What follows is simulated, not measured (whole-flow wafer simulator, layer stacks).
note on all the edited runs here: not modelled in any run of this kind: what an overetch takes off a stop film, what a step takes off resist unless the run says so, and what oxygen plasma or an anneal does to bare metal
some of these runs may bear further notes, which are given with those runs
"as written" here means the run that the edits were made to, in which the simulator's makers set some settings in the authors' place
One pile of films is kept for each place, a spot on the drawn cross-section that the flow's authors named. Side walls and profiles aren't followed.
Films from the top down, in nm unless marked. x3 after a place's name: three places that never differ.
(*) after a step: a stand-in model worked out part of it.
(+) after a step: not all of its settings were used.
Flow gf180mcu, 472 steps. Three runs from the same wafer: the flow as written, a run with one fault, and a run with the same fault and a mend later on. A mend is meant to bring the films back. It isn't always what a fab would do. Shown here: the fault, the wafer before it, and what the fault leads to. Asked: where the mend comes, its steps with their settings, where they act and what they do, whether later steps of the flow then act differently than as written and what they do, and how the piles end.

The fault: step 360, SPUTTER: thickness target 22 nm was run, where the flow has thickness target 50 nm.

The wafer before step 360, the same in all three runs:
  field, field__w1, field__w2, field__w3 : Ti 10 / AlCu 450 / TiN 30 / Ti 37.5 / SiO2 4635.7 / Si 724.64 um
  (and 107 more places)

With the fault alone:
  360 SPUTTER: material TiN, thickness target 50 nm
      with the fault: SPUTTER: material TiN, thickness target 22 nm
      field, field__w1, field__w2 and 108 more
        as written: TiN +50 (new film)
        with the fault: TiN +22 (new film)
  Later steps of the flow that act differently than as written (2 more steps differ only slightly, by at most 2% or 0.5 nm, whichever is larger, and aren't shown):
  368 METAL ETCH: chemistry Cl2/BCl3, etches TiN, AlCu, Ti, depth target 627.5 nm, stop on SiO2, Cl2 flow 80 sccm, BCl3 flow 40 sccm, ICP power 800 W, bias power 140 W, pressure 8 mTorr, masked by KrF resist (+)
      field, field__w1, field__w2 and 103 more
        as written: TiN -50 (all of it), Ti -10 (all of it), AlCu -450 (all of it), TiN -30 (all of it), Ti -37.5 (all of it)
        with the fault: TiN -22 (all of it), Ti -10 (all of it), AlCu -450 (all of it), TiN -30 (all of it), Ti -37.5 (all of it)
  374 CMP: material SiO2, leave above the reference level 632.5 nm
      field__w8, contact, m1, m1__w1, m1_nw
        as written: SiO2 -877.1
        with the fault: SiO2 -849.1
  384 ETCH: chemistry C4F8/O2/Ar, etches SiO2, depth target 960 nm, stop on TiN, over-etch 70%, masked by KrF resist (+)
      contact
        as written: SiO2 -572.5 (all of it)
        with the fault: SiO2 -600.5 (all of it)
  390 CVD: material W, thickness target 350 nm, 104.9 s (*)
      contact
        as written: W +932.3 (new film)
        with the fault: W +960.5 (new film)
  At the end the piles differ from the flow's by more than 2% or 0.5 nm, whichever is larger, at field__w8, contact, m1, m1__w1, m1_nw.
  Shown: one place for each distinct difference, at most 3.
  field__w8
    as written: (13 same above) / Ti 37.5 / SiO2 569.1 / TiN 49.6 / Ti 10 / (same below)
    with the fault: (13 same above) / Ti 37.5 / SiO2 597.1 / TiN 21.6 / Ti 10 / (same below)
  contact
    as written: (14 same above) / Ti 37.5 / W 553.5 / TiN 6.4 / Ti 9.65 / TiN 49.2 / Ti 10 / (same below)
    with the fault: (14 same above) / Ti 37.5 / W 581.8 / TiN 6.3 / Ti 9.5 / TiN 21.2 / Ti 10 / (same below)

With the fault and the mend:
  The mend comes after step 367.
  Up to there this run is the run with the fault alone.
  367a STRIP: chemistry O2/N2, power 2160 W, pressure 1700 mTorr (*)
      field__w8, contact, m1, m1__w1, m1_nw
        KrF resist -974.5 (all of it)
  367b SPUTTER: material TiN, thickness target 28 nm (the flow's step 360 once more, with other settings)
      field, field__w1, field__w2 and 108 more
        TiN +28
  367c HMDS: 120 C, 60 s (the flow's step 362 once more)
      changes no film at any place that is followed
  367d COAT: KrF resist, thickness 1000 nm (the flow's step 363 once more)
      field, field__w1, field__w2 and 108 more
        KrF resist +1000 (new film)
  367e SOFTBAKE: KrF resist (the flow's step 364 once more)
      changes no film at any place that is followed
  367f EXPOSE: photomask Metal4 (the flow's step 365 once more)
      changes no film at any place that is followed
  367g PEB: KrF resist, 135 C, 90 s (the flow's step 366 once more)
      field, field__w1, field__w2 and 108 more
        KrF resist -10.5
  367h DEVELOP: thickness 1000 nm, 60 s (the flow's step 367 once more)
      field, field__w1, field__w2 and 103 more
        KrF resist -989.5 (all of it)
      field__w8, contact, m1, m1__w1, m1_nw
        KrF resist -14.9
  No later step of the flow acts differently than as written at any place that is followed.
  At the end the piles are the same as the flow's at every place that both follow.
